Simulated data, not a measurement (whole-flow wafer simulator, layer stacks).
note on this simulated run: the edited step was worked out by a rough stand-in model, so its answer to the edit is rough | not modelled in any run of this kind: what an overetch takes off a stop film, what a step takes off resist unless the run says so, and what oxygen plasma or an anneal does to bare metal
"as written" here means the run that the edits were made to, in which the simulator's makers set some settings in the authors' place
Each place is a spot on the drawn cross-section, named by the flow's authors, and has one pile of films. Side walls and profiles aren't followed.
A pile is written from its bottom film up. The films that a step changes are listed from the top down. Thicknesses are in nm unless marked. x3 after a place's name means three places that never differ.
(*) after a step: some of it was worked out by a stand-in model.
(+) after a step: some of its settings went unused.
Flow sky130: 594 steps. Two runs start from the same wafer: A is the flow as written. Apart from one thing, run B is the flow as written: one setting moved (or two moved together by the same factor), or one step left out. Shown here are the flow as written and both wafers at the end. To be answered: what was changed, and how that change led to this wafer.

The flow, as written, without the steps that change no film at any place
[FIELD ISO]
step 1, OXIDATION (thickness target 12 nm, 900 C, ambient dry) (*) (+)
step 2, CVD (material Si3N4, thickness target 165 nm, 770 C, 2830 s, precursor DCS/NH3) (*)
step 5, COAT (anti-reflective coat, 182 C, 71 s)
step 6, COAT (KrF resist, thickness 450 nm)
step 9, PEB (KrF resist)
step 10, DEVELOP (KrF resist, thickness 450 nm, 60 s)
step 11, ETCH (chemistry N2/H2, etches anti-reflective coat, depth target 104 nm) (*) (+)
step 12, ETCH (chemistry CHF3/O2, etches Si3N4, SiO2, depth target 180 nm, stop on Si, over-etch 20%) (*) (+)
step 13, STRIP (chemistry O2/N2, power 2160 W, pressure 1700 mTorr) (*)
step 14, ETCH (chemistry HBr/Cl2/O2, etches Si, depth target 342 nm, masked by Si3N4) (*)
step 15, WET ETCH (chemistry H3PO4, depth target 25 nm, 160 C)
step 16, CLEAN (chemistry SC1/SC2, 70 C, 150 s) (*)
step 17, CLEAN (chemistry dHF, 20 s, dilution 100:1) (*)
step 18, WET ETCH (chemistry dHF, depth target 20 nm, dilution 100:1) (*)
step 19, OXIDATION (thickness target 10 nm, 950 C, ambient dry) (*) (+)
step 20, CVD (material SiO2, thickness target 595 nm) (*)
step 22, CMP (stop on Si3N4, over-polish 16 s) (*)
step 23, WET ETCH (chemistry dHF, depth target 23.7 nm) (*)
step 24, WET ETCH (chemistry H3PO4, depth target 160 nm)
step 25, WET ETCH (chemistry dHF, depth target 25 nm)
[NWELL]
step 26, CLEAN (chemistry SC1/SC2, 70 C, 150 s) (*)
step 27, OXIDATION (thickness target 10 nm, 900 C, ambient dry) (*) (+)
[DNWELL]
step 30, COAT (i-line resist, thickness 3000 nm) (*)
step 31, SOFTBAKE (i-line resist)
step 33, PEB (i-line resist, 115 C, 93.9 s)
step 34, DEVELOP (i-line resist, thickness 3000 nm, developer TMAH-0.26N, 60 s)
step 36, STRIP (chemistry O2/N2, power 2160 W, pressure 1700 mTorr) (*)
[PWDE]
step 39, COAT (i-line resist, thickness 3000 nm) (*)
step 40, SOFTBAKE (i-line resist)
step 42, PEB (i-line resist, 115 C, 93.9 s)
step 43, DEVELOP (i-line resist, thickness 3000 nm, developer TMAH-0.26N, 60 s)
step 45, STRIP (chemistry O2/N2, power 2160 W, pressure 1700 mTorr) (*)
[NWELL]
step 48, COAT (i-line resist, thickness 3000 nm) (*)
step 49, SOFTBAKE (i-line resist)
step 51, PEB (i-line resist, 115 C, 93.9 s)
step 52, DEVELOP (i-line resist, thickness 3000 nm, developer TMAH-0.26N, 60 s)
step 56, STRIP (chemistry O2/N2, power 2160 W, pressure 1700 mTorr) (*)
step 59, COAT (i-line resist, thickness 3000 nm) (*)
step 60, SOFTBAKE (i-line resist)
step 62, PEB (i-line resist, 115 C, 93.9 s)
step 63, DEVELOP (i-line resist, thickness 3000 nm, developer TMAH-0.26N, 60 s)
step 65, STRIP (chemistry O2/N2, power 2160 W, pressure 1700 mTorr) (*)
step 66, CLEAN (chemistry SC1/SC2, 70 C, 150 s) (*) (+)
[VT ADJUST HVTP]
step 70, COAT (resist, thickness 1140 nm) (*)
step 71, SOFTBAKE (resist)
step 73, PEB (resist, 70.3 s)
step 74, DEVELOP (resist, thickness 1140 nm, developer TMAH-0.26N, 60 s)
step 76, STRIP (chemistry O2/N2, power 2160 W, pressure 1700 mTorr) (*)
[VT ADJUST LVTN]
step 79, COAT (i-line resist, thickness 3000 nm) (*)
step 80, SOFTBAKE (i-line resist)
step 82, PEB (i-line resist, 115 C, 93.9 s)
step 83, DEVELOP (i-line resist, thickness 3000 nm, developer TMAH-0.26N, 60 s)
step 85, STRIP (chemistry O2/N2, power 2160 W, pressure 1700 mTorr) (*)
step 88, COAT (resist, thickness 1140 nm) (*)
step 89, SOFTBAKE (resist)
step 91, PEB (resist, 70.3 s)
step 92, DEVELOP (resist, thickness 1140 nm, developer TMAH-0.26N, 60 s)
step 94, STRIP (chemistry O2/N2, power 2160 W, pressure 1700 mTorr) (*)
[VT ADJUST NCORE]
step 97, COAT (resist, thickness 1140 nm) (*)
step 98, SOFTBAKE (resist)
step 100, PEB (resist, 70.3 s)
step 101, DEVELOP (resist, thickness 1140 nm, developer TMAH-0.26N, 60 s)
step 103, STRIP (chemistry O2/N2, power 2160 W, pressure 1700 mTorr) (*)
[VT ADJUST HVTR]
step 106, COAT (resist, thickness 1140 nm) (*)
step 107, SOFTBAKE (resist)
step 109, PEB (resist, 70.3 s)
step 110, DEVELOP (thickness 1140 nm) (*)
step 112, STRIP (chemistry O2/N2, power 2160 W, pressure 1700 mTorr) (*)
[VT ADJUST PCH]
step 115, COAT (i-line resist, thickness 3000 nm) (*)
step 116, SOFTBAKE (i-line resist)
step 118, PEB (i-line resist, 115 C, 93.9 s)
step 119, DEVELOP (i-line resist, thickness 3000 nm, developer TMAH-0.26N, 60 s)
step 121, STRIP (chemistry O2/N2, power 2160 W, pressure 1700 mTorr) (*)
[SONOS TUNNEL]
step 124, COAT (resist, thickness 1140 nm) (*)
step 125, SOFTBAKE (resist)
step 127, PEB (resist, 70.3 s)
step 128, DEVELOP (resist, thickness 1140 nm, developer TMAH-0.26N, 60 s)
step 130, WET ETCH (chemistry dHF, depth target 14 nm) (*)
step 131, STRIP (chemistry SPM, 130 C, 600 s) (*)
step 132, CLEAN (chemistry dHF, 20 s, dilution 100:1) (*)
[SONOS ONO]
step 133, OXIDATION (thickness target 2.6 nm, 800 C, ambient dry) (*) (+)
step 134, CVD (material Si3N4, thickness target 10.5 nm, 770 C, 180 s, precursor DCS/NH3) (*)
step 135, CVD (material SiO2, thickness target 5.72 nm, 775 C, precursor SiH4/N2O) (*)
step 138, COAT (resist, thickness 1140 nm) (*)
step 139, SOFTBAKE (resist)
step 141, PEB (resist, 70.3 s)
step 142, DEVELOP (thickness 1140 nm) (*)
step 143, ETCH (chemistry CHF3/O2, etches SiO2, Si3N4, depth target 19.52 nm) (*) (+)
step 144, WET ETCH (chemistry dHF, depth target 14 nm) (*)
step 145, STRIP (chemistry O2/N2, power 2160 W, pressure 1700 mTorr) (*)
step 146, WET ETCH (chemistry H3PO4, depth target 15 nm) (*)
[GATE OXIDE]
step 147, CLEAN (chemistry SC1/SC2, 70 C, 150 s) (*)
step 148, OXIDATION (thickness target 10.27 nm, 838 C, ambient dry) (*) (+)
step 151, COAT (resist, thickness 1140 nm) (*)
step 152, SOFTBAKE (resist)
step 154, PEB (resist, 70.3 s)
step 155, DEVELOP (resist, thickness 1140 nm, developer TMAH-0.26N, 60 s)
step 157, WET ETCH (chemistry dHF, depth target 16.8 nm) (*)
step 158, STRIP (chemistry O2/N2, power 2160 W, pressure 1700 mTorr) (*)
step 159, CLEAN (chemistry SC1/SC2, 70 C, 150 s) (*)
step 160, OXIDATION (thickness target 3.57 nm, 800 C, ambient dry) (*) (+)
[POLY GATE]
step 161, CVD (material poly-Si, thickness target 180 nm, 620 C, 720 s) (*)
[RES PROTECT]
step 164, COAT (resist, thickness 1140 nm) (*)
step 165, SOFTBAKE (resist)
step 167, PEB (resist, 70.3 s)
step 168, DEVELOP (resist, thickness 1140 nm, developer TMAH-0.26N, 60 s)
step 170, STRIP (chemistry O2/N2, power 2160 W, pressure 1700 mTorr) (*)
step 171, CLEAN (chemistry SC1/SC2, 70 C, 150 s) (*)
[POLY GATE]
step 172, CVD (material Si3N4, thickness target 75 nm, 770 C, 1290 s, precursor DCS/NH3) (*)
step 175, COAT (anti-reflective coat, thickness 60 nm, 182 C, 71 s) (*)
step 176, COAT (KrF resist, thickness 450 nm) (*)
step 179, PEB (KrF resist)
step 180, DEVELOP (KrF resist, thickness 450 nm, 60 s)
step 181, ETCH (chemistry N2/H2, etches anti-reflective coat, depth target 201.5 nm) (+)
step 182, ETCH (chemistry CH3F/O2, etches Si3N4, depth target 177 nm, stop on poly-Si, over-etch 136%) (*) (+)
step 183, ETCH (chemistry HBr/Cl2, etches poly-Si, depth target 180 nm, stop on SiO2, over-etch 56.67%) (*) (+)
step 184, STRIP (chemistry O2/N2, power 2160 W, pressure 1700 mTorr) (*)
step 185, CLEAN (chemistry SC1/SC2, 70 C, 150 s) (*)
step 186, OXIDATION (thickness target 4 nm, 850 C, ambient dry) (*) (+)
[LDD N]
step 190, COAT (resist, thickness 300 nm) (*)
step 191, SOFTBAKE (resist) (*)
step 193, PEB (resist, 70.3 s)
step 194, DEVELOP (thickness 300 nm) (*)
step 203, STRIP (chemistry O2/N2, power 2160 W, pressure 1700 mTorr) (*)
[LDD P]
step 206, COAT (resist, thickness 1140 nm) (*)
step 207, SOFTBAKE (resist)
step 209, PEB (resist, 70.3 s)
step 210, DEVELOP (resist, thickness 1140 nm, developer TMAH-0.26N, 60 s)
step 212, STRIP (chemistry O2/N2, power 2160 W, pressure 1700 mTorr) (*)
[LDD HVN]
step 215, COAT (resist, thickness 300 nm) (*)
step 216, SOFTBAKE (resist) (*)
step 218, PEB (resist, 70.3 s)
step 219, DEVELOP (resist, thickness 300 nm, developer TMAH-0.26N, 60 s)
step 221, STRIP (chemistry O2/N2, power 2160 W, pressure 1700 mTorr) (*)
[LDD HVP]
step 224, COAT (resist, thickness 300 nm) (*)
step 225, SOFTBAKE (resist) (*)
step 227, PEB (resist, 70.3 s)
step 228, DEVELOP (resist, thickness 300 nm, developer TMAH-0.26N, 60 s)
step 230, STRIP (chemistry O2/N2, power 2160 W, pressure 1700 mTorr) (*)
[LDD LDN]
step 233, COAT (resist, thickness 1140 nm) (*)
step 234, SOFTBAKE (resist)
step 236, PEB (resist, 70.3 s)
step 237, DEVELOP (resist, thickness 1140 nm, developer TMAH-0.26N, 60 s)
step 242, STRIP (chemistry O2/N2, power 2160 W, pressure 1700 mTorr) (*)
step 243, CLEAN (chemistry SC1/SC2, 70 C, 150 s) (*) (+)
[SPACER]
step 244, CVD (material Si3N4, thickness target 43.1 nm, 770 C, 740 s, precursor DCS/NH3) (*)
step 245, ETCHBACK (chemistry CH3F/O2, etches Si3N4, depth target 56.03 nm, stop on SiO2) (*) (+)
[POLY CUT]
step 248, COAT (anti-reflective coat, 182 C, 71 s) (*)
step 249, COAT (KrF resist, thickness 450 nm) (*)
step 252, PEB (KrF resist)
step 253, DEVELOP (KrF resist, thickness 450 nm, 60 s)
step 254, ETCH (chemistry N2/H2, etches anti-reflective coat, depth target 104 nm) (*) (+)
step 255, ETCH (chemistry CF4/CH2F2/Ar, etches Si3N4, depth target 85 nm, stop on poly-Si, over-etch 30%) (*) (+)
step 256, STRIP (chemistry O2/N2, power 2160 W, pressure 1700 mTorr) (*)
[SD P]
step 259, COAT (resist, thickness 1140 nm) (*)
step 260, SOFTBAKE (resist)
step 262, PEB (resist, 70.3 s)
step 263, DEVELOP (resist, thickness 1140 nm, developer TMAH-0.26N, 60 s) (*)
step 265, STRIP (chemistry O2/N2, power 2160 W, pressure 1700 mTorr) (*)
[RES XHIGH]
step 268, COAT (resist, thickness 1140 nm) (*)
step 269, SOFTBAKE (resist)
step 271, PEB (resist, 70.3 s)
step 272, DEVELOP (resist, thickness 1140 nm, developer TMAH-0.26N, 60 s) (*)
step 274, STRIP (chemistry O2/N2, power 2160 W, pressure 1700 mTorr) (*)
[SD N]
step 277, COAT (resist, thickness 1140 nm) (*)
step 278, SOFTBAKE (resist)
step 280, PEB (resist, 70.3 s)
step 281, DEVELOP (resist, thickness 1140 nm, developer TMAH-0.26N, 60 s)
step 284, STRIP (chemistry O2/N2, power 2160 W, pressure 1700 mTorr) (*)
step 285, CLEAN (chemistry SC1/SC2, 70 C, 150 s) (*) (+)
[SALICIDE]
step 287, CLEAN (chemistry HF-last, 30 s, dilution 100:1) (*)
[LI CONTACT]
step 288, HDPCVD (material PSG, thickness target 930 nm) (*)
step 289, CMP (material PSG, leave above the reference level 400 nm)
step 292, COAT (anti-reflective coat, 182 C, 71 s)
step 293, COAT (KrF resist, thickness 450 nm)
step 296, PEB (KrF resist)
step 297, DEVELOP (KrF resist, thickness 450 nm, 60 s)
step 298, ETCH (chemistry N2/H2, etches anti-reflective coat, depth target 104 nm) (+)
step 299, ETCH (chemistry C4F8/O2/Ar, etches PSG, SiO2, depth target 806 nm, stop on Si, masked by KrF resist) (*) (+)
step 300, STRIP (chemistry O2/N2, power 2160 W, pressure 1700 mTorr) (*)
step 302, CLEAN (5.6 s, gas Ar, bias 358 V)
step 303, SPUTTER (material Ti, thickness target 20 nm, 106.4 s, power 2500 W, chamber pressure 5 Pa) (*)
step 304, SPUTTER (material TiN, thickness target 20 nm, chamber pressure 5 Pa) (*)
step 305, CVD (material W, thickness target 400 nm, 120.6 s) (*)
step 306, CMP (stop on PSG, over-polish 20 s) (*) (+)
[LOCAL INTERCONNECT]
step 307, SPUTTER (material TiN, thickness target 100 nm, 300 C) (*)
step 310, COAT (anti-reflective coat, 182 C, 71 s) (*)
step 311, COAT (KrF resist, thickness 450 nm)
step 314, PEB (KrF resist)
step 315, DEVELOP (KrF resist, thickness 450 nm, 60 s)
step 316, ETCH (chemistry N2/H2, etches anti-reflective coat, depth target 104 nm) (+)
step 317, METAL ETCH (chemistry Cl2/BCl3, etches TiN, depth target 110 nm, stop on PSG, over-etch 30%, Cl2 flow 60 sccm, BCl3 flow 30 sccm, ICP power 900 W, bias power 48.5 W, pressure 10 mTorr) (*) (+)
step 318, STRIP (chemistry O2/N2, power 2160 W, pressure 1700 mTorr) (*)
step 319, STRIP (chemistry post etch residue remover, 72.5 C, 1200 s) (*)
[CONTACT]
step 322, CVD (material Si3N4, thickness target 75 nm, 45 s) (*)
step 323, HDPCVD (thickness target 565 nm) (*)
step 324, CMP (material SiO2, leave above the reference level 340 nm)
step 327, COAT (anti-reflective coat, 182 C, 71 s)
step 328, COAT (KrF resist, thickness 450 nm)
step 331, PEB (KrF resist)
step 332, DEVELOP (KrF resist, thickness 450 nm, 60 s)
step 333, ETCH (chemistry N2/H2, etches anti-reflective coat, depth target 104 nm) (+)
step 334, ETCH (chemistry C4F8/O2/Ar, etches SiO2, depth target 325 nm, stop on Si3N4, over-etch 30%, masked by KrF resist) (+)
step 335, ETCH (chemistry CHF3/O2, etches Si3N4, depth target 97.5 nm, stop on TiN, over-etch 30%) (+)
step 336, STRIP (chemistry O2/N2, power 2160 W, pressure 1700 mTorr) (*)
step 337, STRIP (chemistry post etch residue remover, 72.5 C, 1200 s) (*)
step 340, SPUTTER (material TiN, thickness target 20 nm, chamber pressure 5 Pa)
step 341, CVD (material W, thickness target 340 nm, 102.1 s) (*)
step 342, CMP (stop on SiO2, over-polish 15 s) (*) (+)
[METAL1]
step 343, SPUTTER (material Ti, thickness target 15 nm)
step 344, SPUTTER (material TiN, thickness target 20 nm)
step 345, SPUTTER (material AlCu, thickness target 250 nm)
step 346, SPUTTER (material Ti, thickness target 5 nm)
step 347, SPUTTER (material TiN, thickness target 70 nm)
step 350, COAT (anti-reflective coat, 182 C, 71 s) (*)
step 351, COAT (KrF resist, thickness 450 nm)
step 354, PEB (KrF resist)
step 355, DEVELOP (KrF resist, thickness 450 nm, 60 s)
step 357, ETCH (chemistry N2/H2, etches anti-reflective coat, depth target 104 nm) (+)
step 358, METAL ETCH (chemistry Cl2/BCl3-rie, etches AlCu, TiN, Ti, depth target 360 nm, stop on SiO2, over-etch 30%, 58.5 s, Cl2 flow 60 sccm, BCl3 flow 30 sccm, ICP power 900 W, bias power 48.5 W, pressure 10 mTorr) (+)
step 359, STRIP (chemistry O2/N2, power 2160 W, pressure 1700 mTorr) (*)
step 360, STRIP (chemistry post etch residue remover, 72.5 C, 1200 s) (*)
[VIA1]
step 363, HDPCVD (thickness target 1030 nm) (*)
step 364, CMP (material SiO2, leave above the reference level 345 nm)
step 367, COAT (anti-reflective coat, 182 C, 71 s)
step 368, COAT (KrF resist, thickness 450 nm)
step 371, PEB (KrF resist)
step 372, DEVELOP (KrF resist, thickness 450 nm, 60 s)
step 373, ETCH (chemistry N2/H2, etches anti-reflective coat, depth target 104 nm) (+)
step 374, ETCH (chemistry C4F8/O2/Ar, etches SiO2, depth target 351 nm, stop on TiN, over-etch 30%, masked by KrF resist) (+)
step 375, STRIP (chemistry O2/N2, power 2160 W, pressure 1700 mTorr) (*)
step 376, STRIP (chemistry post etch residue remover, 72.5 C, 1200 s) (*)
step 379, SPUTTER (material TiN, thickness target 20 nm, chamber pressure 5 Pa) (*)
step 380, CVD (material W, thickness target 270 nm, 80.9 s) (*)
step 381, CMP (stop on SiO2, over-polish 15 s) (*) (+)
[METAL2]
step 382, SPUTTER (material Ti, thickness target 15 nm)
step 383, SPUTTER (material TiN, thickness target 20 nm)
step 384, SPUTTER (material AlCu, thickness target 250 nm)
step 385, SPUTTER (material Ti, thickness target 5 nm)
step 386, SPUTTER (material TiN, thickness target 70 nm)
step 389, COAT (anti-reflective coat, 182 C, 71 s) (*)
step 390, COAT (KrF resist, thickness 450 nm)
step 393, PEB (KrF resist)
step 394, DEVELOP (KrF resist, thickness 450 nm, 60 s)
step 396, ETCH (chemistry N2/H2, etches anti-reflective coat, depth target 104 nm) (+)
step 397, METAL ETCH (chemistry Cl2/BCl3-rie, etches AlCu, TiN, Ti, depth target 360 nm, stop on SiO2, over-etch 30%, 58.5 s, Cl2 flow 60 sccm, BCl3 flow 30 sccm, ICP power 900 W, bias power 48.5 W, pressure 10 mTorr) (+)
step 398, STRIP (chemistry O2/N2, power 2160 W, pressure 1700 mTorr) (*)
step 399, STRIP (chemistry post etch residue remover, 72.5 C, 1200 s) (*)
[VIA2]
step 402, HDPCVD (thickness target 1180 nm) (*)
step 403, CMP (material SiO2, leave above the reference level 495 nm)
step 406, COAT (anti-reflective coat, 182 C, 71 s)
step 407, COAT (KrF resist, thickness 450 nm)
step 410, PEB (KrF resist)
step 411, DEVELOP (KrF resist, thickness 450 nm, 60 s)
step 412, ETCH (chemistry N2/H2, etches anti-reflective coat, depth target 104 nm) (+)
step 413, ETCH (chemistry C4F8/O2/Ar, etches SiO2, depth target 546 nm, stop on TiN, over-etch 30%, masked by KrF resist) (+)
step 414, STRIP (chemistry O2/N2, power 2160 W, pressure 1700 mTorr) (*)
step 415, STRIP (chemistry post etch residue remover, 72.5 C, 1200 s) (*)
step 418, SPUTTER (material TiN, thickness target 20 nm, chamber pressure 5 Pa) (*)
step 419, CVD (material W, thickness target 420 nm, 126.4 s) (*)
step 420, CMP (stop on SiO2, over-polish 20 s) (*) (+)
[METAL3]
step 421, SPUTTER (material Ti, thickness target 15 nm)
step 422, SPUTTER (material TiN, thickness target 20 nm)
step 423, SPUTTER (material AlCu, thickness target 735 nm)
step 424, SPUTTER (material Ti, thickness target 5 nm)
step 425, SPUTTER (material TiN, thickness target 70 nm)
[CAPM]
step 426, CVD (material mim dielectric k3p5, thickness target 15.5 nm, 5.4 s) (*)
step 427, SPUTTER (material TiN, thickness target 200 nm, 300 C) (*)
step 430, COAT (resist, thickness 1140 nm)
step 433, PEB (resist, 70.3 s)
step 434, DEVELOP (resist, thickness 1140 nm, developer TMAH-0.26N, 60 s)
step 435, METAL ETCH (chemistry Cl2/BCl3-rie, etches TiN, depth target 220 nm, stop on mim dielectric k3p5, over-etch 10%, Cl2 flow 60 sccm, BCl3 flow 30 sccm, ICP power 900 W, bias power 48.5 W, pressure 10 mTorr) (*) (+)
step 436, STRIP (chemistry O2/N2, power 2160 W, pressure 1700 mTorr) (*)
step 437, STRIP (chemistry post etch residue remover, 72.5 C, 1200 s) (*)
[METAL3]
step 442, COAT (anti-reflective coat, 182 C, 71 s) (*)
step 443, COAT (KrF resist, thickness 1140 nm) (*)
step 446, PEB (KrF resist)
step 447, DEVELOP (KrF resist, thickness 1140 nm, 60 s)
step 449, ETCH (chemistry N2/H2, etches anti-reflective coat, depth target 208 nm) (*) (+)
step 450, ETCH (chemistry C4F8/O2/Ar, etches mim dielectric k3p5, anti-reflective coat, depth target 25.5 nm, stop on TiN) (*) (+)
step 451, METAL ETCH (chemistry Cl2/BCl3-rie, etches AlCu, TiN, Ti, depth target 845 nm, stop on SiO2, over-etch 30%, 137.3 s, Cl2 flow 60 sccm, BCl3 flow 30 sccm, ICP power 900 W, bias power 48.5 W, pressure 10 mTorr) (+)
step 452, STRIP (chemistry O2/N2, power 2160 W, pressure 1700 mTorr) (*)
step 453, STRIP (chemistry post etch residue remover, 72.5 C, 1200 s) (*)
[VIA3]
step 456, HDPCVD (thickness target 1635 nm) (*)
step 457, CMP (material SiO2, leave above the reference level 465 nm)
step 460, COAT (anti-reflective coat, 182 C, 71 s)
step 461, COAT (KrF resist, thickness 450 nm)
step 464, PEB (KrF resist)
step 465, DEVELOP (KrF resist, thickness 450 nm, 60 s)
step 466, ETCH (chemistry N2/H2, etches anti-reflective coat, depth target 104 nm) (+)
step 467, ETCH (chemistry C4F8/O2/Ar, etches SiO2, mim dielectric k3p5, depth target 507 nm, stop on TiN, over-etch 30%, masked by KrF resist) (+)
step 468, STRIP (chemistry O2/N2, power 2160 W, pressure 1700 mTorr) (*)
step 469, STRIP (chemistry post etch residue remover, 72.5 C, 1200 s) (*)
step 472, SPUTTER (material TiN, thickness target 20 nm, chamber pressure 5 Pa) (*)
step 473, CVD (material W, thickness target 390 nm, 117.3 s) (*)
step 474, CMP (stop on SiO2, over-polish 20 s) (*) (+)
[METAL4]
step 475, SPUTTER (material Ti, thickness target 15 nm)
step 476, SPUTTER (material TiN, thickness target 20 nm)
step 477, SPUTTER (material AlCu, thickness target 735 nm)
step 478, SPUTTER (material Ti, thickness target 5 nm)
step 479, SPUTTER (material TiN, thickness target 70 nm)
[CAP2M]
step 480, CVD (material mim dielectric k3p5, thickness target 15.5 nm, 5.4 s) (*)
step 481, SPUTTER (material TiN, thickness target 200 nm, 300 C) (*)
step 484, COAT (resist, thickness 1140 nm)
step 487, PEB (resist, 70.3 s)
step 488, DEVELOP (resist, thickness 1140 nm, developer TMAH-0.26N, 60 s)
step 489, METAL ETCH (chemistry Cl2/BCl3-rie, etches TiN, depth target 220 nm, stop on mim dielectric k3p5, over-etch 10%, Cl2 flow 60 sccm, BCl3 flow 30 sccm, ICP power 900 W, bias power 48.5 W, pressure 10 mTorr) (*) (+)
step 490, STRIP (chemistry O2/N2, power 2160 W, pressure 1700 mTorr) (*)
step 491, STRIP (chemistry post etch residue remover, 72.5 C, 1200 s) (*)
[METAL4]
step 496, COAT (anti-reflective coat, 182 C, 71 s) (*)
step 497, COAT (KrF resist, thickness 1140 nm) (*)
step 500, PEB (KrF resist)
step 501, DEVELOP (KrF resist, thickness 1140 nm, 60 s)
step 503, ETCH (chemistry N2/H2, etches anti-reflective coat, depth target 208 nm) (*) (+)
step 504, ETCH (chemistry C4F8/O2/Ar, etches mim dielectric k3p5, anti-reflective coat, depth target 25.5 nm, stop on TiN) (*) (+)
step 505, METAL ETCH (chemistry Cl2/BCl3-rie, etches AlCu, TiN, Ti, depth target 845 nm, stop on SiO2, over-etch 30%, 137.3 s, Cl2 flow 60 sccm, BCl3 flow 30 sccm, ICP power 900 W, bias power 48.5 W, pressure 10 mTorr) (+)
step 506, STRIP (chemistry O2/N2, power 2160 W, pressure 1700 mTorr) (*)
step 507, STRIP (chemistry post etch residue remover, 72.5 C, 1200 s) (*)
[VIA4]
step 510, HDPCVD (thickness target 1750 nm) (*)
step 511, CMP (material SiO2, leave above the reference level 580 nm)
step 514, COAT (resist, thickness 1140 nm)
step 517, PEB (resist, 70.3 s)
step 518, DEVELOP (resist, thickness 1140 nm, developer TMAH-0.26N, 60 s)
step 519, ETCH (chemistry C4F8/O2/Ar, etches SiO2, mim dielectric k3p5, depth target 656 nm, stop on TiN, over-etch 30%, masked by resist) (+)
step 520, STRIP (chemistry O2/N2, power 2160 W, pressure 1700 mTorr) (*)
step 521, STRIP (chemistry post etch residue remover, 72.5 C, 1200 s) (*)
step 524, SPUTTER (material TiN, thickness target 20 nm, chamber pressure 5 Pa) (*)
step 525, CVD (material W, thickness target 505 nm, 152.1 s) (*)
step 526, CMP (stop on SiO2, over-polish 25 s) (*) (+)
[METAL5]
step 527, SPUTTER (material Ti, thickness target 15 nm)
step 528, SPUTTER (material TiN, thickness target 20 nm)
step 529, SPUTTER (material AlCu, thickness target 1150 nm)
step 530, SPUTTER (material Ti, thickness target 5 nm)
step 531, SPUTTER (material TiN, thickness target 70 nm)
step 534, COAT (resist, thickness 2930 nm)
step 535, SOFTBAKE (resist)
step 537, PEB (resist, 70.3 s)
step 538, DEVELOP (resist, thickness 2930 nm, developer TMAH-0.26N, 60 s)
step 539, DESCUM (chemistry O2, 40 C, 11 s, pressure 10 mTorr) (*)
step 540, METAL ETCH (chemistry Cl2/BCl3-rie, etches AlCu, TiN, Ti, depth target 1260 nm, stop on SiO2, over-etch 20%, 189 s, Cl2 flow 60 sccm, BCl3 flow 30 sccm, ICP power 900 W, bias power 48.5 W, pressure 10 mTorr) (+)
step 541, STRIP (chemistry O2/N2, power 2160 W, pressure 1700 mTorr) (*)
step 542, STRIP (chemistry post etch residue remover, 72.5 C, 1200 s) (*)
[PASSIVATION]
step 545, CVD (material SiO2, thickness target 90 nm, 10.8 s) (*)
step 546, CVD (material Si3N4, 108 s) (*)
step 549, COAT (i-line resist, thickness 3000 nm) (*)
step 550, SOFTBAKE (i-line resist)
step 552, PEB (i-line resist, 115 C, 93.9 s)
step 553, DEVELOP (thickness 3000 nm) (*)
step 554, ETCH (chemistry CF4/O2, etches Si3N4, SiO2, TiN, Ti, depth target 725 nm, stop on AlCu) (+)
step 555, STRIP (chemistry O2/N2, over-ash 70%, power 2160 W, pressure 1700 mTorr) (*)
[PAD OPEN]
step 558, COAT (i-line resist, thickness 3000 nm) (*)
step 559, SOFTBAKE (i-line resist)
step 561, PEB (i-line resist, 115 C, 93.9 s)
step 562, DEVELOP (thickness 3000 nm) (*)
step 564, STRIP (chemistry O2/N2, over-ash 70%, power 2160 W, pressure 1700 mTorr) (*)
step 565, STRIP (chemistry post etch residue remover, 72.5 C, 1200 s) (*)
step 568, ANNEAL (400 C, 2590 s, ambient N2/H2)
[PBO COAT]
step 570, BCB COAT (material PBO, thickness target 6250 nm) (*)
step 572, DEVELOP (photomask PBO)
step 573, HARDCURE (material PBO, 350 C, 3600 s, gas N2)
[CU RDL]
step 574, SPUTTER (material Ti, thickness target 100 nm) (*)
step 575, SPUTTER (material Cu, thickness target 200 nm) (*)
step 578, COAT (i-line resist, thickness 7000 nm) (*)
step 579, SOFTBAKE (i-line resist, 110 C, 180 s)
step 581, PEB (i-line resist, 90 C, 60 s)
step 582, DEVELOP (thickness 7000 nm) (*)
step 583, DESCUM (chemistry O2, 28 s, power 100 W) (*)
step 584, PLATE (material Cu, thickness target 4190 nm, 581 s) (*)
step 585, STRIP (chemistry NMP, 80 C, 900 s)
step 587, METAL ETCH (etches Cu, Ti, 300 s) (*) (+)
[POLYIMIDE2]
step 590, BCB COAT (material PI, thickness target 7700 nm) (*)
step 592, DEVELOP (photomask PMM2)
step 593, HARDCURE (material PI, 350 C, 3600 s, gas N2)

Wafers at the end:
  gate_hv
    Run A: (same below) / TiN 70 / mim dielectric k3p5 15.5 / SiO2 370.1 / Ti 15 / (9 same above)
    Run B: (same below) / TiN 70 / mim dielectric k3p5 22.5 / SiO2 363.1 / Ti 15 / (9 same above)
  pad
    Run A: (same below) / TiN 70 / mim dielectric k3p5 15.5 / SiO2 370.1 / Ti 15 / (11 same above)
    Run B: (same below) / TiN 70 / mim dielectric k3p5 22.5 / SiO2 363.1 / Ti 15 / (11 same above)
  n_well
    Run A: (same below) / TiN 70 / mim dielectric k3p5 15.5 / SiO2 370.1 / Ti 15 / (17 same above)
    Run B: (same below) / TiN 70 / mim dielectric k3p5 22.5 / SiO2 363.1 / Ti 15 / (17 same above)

The reason: step 426, CVD: thickness target 22.5 nm was run, while the flow as written has thickness target 15.5 nm; step 426, CVD: 7.83 s was run, where the flow has 5.4 s.
The wafer itself shows it: gate_hv has mim dielectric k3p5 22.5, and step 426 as written asks for 15.5 nm.

The path from the change to this, step by step:
  step 426, CVD (material mim dielectric k3p5, thickness target 15.5 nm, 5.4 s) (*)
      field, active, n_well and 188 more: A +15.5 mim dielectric k3p5 (new film) | B +22.5 mim dielectric k3p5 (new film)
  step 450, ETCH (chemistry C4F8/O2/Ar, etches mim dielectric k3p5, anti-reflective coat, depth target 25.5 nm, stop on TiN) (*) (+)
      n_well, p_well, gate_hv and 104 more: A -15.5 KrF resist | B -17 KrF resist
      field, active, gate and 82 more: A -15.5 mim dielectric k3p5 (all of it) | B -22.5 mim dielectric k3p5 (all of it)
  step 467, ETCH (chemistry C4F8/O2/Ar, etches SiO2, mim dielectric k3p5, depth target 507 nm, stop on TiN, over-etch 30%, masked by KrF resist) (+)
      m1: A -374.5 SiO2 (all of it), -15.5 mim dielectric k3p5 (all of it) | B -367.5 SiO2 (all of it), -22.5 mim dielectric k3p5 (all of it)
      via3_hole: A -373.9 SiO2 (all of it), -15.5 mim dielectric k3p5 (all of it) | B -366.9 SiO2 (all of it), -22.5 mim dielectric k3p5 (all of it)
